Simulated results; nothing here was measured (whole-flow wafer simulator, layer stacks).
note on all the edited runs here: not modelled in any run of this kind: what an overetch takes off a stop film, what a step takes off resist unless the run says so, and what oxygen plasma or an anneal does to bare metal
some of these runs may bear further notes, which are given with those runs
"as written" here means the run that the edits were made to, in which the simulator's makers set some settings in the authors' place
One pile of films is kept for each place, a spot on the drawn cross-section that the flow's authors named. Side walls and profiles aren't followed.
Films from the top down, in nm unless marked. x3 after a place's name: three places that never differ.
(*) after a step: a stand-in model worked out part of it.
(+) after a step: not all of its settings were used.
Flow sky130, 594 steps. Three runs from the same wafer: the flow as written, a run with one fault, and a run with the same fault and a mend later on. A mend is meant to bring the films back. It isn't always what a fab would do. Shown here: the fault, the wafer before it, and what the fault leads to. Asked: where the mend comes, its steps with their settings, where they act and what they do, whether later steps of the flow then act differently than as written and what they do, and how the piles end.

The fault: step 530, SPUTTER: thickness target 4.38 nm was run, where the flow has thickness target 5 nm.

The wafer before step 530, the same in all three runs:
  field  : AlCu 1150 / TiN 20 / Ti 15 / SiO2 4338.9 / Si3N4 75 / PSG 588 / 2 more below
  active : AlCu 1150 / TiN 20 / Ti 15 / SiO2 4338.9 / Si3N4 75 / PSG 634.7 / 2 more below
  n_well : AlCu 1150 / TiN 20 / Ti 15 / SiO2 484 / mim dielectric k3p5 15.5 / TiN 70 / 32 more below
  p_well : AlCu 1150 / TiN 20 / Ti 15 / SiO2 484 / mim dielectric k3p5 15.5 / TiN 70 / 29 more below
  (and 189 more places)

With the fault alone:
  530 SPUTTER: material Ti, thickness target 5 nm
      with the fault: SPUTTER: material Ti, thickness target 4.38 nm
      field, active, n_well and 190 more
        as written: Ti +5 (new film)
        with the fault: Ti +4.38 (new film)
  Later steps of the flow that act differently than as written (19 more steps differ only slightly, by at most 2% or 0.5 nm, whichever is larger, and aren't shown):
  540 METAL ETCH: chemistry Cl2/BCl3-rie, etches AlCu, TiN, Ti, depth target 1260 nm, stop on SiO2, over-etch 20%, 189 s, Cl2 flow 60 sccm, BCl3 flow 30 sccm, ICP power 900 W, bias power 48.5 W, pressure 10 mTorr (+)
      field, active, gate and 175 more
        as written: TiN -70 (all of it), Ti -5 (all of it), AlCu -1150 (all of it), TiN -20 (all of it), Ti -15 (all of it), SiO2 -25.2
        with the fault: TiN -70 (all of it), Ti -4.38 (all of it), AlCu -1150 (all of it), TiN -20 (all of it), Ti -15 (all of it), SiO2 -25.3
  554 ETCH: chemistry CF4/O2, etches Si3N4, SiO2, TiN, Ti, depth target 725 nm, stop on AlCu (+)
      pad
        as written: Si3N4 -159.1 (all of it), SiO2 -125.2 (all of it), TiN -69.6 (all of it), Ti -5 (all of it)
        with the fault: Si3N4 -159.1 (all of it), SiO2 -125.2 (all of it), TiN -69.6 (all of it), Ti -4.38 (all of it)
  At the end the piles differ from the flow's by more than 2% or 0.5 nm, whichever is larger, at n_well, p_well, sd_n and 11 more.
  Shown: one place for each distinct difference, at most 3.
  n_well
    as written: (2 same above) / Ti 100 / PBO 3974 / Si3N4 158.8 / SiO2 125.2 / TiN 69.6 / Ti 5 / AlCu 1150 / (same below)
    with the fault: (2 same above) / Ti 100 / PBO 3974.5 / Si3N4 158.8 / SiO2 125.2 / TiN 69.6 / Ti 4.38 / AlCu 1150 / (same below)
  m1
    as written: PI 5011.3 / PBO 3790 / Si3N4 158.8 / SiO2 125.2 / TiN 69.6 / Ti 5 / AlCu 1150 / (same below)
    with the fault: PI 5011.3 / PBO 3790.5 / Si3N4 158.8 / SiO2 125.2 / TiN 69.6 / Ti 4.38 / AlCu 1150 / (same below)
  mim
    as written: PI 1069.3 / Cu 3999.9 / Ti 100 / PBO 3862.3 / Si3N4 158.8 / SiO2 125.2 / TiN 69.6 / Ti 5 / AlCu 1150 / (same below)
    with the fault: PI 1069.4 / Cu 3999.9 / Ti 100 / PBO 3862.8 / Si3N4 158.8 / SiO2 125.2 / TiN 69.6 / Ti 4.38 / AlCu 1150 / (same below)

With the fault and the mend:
  The mend comes after step 530.
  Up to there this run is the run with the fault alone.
  530a SPUTTER: material Ti, thickness target 0.62 nm (*) (the flow's step 530 once more, with other settings)
      field, active, n_well and 190 more
        Ti +0.62
  No later step of the flow acts differently than as written at any place that is followed.
  At the end the piles are the same as the flow's at every place that both follow.
